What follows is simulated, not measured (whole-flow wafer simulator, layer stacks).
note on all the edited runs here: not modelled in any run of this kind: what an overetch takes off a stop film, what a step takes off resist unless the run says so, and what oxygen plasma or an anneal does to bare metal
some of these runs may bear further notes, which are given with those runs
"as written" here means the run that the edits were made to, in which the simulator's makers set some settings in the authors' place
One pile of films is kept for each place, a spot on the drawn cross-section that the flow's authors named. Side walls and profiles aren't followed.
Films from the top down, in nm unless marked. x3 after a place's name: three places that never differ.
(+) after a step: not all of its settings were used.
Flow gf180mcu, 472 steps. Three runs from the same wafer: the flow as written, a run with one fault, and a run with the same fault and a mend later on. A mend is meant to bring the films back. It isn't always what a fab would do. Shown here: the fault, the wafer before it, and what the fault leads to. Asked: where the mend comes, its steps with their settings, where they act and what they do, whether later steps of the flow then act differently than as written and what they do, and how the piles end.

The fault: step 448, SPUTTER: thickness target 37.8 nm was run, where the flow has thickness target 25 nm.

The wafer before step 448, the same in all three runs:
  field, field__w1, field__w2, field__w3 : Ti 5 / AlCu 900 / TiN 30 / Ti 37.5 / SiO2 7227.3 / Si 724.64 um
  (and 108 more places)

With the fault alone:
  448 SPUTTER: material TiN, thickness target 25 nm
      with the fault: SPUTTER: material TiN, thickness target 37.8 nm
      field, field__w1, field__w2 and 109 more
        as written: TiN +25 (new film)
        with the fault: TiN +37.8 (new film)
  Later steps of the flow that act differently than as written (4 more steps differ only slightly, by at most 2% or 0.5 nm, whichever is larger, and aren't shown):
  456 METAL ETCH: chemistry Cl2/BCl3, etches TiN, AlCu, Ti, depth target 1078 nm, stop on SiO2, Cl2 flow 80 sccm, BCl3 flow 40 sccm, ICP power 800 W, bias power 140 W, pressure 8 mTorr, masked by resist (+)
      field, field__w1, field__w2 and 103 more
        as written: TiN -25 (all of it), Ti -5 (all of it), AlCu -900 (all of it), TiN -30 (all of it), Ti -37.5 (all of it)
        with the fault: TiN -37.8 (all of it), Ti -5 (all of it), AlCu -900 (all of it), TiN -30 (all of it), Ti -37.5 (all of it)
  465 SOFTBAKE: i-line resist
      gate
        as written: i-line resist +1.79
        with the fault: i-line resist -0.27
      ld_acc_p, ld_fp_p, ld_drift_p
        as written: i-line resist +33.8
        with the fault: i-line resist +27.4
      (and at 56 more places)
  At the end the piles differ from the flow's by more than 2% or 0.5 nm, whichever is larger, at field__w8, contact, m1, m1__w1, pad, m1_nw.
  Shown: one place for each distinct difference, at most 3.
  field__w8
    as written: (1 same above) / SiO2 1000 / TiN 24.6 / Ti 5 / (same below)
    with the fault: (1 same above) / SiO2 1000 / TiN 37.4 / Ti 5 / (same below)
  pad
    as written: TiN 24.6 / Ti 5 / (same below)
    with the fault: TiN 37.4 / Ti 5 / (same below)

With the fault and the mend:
  The mend comes after step 448.
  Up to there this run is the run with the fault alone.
  448a METAL ETCH: chemistry Cl2/BCl3, etches TiN, AlCu, Ti, depth target 12.8 nm, Cl2 flow 80 sccm, BCl3 flow 40 sccm, ICP power 800 W, bias power 140 W, pressure 8 mTorr (the flow's step 260 once more, with other settings)
      field, field__w1, field__w2 and 109 more
        TiN -12.8
  No later step of the flow acts differently than as written at any place that is followed.
  At the end the piles are the same as the flow's at every place that both follow.
